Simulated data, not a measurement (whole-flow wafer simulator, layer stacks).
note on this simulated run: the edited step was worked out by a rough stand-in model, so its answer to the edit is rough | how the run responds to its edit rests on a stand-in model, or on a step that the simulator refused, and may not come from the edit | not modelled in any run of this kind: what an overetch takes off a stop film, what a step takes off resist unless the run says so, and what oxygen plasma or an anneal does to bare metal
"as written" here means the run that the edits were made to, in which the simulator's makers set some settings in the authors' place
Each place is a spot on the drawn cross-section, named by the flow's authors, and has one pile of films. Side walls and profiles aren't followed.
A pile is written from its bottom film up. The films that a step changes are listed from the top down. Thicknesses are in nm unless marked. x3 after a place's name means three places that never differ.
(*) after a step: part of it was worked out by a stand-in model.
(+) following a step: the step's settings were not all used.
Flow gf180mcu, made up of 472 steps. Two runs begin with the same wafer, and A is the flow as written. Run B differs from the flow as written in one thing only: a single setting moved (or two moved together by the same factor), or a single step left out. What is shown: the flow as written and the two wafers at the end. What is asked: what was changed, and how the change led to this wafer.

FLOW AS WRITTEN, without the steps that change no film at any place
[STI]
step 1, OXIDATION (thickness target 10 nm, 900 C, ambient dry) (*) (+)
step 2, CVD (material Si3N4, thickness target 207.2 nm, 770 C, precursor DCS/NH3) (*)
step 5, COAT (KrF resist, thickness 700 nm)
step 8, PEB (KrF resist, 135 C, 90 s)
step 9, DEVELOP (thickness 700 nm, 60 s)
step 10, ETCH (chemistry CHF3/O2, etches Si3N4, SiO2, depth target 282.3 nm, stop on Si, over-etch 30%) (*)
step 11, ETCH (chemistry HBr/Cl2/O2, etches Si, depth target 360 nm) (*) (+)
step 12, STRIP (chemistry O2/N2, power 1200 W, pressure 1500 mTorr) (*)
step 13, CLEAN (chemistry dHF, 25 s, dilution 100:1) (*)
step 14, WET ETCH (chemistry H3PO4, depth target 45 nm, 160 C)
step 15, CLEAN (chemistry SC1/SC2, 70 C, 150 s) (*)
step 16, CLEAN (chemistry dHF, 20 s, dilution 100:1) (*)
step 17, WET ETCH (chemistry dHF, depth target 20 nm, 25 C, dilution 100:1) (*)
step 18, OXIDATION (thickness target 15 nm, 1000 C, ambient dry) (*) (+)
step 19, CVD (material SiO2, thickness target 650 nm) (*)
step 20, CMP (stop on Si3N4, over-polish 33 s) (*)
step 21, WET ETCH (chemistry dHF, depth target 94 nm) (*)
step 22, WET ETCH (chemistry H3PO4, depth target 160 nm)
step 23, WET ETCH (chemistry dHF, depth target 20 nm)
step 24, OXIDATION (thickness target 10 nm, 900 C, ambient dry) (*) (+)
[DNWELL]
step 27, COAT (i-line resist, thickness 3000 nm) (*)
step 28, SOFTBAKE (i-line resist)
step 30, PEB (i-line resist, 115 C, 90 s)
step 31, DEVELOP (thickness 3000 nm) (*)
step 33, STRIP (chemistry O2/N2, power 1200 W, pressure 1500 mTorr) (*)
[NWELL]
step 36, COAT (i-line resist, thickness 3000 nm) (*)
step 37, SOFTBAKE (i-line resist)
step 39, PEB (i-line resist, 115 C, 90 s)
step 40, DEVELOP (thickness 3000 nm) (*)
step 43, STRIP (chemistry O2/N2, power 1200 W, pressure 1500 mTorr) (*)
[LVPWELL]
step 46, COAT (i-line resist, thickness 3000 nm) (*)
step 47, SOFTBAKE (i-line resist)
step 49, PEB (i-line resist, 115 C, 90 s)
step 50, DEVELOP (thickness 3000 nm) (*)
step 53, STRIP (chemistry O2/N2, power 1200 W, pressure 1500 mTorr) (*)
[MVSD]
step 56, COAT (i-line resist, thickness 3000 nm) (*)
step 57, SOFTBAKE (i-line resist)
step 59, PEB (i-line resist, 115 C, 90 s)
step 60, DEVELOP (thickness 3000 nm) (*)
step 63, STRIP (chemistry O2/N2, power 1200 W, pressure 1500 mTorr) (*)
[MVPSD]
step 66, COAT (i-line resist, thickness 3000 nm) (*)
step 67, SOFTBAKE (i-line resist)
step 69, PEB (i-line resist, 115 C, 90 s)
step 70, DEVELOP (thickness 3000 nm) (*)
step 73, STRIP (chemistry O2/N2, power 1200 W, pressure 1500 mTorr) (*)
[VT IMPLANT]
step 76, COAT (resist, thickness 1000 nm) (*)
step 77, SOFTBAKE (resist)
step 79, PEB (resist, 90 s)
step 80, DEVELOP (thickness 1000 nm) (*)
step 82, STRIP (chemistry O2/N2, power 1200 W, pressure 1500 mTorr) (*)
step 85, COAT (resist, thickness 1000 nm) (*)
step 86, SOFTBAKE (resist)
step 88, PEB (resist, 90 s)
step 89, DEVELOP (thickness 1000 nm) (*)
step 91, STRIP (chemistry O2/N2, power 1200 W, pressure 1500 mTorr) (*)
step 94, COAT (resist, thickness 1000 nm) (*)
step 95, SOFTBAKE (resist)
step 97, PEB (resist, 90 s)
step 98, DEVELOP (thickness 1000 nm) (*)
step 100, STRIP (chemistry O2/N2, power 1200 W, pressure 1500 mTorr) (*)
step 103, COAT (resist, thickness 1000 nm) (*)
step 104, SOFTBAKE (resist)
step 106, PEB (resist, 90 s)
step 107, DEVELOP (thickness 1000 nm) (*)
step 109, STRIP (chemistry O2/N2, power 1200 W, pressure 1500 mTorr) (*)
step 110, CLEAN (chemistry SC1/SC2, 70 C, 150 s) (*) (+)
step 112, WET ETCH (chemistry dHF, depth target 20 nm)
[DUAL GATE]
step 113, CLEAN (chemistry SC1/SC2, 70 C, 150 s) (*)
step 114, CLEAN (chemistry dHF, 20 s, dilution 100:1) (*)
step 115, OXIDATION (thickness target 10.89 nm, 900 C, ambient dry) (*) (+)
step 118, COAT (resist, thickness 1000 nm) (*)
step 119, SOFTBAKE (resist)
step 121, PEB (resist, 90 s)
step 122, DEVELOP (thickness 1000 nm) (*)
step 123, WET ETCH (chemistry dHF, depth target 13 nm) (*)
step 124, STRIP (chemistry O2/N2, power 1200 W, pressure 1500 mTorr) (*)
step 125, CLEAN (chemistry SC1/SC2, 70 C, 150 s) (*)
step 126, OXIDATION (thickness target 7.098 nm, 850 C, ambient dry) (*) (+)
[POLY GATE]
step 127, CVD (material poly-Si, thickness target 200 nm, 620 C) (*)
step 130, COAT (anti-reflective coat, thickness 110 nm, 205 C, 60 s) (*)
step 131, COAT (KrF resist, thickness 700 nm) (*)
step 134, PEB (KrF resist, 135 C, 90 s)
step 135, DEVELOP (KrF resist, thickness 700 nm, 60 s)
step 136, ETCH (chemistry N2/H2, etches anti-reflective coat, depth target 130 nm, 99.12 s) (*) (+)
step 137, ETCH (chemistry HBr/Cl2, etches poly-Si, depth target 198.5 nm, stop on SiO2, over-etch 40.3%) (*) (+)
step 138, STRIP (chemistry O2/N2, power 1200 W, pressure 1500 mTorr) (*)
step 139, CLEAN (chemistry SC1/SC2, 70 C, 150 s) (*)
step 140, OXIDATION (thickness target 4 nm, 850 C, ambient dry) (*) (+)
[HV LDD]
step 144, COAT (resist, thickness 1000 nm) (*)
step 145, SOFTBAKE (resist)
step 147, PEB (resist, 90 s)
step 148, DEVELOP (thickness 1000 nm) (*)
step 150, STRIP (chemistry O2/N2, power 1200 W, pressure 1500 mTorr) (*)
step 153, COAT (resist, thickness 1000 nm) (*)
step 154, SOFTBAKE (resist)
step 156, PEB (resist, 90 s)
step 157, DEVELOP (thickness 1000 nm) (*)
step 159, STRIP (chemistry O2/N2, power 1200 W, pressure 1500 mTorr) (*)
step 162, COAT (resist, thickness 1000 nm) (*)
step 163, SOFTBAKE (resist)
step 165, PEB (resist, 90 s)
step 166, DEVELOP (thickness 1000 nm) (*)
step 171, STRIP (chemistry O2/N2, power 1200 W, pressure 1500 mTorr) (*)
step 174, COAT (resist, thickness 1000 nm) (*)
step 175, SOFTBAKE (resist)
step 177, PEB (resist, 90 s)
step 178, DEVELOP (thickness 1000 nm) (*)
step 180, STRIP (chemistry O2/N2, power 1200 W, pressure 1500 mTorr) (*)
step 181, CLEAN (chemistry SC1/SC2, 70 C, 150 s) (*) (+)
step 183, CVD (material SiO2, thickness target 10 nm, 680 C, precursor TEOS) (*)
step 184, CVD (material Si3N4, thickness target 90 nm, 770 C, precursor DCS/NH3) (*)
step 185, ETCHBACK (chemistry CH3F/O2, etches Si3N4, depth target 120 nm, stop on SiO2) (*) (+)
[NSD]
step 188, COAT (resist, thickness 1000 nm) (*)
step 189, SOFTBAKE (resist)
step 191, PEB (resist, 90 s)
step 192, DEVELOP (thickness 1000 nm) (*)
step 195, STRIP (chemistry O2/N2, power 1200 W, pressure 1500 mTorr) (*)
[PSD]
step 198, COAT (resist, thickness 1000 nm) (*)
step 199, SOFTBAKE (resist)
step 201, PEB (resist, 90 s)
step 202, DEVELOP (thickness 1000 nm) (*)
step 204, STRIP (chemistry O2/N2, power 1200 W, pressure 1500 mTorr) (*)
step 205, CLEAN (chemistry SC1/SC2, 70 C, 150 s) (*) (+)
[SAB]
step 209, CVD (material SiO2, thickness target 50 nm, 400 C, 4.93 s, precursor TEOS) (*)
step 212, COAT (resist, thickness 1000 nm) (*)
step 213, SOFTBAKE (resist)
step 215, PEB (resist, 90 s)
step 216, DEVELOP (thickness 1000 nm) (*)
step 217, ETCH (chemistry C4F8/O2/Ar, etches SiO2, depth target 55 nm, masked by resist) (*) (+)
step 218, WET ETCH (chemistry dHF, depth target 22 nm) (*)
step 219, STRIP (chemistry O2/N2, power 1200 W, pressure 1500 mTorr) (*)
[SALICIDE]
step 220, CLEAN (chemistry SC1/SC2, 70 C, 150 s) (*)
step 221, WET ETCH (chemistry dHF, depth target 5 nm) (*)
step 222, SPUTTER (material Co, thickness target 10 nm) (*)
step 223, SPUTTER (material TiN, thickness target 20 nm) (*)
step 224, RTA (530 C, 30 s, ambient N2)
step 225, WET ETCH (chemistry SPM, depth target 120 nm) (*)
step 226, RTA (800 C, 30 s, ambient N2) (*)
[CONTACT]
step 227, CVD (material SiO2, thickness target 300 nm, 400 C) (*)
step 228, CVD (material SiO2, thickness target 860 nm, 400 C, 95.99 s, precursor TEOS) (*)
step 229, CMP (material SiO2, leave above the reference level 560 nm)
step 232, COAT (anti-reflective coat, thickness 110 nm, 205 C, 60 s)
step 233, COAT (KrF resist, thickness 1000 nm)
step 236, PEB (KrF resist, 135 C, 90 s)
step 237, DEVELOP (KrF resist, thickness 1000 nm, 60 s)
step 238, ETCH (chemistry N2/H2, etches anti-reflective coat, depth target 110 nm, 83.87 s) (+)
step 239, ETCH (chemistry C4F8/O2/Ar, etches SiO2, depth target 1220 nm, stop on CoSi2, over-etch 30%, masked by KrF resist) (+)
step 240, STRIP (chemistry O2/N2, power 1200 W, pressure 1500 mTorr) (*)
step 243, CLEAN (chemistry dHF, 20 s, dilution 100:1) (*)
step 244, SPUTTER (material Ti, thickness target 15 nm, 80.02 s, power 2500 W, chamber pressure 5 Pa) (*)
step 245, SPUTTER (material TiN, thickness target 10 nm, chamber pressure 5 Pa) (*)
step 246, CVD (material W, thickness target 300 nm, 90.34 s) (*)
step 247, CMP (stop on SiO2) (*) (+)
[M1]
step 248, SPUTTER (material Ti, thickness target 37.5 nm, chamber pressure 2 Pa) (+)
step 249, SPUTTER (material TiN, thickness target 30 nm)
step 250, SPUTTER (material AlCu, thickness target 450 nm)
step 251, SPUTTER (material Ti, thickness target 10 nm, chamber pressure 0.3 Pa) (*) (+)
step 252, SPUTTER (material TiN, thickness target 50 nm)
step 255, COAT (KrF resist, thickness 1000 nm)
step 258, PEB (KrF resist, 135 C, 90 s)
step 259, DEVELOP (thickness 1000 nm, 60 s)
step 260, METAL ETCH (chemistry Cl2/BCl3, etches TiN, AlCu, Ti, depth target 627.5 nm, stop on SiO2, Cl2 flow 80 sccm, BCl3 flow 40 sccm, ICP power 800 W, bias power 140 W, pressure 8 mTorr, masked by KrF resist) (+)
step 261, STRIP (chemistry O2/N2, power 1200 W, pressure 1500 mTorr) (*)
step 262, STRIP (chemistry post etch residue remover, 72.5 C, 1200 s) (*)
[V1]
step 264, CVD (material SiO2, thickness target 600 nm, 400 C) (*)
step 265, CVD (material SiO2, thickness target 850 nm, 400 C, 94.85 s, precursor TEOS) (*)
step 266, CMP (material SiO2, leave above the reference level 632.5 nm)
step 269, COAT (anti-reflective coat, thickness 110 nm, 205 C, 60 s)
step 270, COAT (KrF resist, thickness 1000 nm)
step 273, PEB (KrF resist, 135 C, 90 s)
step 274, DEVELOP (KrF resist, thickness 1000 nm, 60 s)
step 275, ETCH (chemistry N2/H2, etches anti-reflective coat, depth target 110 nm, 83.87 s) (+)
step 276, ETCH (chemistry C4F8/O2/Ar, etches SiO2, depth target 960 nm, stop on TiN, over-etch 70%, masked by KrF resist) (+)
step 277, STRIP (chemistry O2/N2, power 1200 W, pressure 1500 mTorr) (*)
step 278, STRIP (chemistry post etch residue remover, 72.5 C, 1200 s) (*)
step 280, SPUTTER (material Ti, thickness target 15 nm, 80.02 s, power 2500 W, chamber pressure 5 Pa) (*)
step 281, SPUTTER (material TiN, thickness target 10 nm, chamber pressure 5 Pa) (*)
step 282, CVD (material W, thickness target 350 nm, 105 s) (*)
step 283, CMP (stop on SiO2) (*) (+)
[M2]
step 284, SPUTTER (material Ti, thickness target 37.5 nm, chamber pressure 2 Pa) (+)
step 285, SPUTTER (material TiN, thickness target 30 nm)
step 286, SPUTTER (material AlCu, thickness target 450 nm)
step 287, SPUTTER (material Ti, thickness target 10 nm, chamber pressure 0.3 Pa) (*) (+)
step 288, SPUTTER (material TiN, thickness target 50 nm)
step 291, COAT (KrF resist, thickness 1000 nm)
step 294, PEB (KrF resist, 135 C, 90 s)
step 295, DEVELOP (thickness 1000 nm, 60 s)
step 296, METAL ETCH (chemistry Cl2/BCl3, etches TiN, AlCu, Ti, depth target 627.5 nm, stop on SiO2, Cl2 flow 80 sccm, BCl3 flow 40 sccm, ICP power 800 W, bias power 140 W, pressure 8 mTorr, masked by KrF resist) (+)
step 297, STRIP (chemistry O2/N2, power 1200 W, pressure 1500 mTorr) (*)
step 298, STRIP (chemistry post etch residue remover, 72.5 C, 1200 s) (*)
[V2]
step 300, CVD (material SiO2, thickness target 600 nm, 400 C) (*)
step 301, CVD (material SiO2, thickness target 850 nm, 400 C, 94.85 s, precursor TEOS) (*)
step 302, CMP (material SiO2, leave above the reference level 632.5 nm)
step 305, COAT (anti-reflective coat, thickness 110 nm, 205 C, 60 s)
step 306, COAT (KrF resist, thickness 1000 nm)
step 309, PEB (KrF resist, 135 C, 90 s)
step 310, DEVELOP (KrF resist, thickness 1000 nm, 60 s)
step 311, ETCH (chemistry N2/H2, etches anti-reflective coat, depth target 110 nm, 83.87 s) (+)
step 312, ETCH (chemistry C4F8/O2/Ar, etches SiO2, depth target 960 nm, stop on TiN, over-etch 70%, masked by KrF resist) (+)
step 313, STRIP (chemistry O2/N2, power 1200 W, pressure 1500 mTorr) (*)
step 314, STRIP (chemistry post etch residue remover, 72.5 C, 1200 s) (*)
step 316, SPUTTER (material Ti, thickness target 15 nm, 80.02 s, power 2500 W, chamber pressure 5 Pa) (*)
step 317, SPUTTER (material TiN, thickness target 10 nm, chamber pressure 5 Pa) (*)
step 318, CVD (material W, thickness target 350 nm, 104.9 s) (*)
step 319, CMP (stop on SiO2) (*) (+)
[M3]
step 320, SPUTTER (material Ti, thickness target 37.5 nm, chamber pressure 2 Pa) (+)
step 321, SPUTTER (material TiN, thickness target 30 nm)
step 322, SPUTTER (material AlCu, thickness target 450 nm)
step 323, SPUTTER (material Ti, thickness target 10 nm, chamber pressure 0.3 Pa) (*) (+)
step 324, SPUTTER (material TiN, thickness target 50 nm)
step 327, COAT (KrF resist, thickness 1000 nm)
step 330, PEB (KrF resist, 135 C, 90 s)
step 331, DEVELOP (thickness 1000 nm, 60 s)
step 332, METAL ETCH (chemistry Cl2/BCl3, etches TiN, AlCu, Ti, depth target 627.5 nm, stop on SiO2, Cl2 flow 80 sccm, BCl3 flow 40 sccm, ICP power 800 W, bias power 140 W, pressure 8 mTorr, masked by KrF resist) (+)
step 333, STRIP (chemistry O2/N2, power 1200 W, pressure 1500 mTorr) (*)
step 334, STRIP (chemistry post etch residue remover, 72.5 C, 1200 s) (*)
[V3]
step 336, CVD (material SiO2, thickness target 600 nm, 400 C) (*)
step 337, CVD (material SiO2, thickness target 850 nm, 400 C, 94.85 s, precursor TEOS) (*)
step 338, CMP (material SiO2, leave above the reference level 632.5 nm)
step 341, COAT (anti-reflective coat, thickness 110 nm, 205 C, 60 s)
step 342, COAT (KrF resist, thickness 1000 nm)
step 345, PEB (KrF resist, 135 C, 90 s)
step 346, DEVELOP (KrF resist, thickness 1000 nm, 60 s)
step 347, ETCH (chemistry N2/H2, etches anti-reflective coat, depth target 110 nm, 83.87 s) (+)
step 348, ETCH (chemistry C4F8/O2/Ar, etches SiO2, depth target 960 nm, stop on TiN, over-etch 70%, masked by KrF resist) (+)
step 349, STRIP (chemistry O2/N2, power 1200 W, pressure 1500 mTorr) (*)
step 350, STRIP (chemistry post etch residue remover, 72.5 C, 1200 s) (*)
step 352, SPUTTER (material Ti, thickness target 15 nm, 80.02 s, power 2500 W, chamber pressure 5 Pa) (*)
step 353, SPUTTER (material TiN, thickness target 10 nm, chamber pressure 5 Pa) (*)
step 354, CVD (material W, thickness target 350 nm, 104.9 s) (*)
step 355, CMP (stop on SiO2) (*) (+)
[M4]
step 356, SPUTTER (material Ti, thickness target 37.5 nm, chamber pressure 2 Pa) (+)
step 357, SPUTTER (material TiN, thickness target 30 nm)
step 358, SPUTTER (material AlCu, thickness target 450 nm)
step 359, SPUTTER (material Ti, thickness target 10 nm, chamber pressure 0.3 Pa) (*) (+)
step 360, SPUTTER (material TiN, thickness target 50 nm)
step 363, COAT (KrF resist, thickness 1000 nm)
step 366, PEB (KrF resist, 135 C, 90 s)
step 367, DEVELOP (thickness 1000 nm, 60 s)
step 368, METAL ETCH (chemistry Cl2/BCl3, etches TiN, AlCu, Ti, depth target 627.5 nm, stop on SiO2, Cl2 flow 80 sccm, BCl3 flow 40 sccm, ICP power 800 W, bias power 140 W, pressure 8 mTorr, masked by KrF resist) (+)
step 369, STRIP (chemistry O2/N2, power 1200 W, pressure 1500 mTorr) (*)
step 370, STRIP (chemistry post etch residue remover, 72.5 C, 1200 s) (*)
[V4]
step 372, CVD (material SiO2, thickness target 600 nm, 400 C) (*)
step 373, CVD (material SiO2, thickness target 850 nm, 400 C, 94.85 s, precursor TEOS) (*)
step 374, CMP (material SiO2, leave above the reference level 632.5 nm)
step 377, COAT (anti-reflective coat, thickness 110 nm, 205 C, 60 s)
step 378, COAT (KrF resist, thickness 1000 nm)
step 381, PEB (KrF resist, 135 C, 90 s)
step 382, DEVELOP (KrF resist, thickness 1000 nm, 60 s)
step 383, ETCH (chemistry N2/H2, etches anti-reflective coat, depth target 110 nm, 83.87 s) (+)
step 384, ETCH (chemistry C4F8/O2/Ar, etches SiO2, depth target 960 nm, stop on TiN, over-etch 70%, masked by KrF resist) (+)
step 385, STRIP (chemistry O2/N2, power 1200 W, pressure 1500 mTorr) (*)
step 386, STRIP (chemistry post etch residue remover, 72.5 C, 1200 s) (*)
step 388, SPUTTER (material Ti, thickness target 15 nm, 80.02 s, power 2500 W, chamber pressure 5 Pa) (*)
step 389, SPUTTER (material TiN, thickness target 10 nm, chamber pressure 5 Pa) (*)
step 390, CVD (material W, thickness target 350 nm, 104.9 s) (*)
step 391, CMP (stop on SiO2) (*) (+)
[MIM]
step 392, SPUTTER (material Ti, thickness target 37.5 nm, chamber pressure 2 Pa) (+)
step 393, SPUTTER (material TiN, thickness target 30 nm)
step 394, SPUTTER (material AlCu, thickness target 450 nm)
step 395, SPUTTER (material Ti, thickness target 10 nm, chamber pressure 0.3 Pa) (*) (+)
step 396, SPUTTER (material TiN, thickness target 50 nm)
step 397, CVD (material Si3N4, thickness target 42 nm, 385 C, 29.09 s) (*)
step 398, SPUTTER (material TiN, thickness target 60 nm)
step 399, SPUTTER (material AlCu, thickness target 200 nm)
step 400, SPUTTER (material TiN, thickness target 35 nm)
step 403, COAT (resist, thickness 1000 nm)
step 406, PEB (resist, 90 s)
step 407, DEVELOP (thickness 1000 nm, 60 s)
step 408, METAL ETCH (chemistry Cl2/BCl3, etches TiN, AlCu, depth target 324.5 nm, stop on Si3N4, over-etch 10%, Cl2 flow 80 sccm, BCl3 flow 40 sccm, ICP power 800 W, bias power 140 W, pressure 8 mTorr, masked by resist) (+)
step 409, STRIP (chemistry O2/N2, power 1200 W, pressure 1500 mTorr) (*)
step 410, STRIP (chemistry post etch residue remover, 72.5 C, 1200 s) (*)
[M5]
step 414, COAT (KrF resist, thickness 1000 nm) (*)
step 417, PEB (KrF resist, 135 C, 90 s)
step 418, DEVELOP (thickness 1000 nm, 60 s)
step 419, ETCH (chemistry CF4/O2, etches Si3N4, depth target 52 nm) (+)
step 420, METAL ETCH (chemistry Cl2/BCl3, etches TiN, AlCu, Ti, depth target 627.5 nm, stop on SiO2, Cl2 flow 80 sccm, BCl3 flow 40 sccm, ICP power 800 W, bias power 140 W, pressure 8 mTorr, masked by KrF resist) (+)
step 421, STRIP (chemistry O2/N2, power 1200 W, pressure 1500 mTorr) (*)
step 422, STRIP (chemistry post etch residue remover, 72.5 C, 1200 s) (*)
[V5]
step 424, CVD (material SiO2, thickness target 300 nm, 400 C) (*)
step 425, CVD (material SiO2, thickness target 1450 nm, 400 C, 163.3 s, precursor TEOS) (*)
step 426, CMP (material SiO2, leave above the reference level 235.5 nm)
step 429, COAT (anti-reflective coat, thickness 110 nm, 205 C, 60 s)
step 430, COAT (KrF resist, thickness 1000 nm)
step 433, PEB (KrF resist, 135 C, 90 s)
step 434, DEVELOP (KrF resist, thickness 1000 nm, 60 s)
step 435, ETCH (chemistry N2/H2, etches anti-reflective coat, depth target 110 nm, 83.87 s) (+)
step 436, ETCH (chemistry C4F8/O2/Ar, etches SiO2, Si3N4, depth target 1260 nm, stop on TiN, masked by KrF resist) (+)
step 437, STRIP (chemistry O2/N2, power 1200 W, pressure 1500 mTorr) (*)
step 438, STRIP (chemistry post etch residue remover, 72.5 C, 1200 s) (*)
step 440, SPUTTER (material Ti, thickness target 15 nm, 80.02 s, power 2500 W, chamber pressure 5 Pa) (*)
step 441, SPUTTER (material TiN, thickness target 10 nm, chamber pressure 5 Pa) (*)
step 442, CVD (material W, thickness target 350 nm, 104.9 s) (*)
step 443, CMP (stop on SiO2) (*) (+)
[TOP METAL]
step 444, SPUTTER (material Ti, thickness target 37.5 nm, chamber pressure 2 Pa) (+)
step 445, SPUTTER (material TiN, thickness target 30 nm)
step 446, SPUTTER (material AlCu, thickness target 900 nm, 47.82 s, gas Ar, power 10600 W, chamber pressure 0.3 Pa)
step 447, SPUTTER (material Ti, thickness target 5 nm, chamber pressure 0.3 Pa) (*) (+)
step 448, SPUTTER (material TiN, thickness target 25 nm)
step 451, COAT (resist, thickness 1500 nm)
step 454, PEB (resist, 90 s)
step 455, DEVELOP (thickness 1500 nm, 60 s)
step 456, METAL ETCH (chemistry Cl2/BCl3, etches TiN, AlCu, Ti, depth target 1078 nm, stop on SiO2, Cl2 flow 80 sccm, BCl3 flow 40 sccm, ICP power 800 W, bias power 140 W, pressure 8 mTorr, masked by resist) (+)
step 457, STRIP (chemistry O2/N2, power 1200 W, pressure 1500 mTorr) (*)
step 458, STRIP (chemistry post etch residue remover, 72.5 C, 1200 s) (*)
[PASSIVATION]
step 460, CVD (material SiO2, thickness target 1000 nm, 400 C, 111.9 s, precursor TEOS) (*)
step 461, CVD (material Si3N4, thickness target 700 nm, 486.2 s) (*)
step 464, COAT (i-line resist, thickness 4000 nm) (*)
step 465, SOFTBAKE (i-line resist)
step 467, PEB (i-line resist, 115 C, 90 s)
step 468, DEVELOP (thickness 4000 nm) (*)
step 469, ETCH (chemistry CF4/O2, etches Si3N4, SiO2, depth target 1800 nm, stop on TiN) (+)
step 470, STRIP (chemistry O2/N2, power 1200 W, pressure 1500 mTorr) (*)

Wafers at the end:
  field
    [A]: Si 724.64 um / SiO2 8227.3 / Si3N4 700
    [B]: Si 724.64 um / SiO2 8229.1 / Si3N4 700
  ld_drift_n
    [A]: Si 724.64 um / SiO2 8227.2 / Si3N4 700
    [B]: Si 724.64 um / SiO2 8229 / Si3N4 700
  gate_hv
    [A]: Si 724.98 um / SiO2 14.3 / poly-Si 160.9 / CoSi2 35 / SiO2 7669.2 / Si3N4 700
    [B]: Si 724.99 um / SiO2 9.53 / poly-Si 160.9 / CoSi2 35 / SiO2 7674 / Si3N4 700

What caused this: step 115, OXIDATION: 840 C was run, while the flow as written has 900 C.

The path from the change to this, step by step:
  step 115, OXIDATION (thickness target 10.89 nm, 900 C, ambient dry) (*) (+)
      active, n_well, p_well and 40 more: A SiO2 gains 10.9 (new film), Si loses 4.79 | B SiO2 gains 5.98 (new film), Si loses 2.63
      sti, mim_1p0, pad and 23 more: A SiO2 gains 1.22, Si loses 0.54 | B SiO2 gains 0.4, Si loses 0.18
      (and at 23 other places as well)
  step 123, WET ETCH (chemistry dHF, depth target 13 nm) (*)
      active, n_well, p_well and 12 more: A SiO2 loses 10.9 (all of it) | B SiO2 loses 5.98 (all of it)
  step 130, COAT (anti-reflective coat, thickness 110 nm, 205 C, 60 s) (*)
      p_well, spacer, sd_n: A anti-reflective coat gains 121 (new film) | B anti-reflective coat gains 118.4 (new film)
      contact: A anti-reflective coat gains 117.6 (new film) | B anti-reflective coat gains 115.1 (new film)
  step 136, ETCH (chemistry N2/H2, etches anti-reflective coat, depth target 130 nm, 99.12 s) (*) (+)
      p_well, spacer, sd_n: A anti-reflective coat loses 121 (all of it), poly-Si loses 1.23 | B anti-reflective coat loses 118.4 (all of it), poly-Si loses 1.3
      contact: A anti-reflective coat loses 117.6 (all of it), poly-Si loses 1.32 | B anti-reflective coat loses 115.1 (all of it), poly-Si loses 1.38
  step 145, SOFTBAKE (resist)
      active_nat: A resist gains 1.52 | B resist gains 2.57
  step 154, SOFTBAKE (resist)
      active_nat: A resist gains 1.52 | B resist gains 2.57
  step 163, SOFTBAKE (resist)
      active_nat: A resist gains 1.52 | B resist gains 2.57
  step 175, SOFTBAKE (resist)
      active_nat: A resist gains 1.52 | B resist gains 2.57
  step 189, SOFTBAKE (resist)
      active_nat: A resist gains 1.71 | B resist gains 2.72
  step 199, SOFTBAKE (resist)
      active_nat: A resist gains 1.71 | B resist gains 2.72
  step 218, WET ETCH (chemistry dHF, depth target 22 nm) (*)
      ldn_tap, ldn_src, ldn_drn, ldp_tap, ldp_src, ldp_drn, ldp_gr: A SiO2 loses 16 (all of it) | B SiO2 loses 11.3 (all of it)
      ld_drn_n, ld_sd_p: A SiO2 loses 14.8 (all of it) | B SiO2 loses 10.1 (all of it)
      (and at 5 other places as well)
  step 223, SPUTTER (material TiN, thickness target 20 nm) (*)
      field__w12: A TiN gains 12 (new film) | B TiN gains 12.6 (new film)
  step 225, WET ETCH (chemistry SPM, depth target 120 nm) (*)
      field__w12: A TiN loses 12 (all of it), Co loses 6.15 (all of it) | B TiN loses 12.6 (all of it), Co loses 6.15 (all of it)
